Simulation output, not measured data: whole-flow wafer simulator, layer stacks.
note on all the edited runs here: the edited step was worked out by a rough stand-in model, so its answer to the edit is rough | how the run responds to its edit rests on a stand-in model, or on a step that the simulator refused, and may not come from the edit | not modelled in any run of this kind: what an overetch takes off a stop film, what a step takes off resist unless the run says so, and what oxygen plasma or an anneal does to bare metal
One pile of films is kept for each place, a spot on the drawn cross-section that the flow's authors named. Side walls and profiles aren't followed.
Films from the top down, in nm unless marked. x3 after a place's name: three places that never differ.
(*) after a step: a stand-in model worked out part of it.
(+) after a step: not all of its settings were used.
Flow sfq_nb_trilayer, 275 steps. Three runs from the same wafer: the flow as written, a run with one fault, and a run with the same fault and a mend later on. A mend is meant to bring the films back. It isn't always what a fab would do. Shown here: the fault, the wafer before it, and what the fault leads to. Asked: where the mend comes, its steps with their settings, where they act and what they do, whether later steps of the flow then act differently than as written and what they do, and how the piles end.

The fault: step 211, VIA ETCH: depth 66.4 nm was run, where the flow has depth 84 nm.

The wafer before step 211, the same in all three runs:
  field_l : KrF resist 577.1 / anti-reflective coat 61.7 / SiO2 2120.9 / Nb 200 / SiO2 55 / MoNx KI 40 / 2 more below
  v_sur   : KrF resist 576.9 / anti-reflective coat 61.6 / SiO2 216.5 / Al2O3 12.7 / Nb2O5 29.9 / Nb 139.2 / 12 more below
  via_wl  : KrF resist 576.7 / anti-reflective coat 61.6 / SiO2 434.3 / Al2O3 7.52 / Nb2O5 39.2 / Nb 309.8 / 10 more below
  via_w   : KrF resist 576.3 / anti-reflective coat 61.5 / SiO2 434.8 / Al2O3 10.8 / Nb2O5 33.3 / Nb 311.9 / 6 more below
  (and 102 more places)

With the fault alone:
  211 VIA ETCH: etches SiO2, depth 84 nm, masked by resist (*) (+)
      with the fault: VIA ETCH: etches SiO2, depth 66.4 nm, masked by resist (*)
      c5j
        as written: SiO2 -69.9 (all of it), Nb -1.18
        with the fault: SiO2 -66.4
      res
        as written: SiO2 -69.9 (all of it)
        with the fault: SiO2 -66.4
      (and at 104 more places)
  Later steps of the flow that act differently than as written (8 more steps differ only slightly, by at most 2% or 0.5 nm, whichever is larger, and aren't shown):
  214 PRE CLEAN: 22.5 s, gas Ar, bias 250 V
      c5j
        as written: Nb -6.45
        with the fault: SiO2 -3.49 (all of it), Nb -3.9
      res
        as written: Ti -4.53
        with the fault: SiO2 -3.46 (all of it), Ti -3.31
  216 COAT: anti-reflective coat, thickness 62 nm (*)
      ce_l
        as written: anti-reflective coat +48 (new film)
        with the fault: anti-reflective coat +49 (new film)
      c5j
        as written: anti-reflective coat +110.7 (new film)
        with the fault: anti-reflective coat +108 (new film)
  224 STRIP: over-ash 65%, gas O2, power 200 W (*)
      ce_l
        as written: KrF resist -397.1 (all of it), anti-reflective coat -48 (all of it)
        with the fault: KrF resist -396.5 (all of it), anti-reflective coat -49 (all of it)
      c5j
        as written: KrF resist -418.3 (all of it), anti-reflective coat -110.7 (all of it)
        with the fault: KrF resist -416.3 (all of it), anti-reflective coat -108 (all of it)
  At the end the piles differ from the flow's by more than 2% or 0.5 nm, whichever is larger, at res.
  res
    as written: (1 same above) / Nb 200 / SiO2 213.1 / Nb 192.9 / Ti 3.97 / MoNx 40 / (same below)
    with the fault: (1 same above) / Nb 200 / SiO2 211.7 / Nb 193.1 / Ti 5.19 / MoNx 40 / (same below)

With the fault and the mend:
  The mend comes after step 211.
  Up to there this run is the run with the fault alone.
  211a VIA ETCH: etches SiO2, depth 17.6 nm, masked by resist (*) (+) (the flow's step 211 once more, with other settings)
      field_l, v_sur, via_wl and 101 more
        KrF resist -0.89
      c5j
        SiO2 -3.49 (all of it), Nb -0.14
      res
        SiO2 -3.46 (all of it)
  No later step of the flow acts differently than as written, at any place that is followed, by more than 2% or 0.5 nm, whichever is larger.
  At the end the piles differ from the flow's only slightly at the places that both follow, by at most 2% or 0.5 nm, whichever is larger.
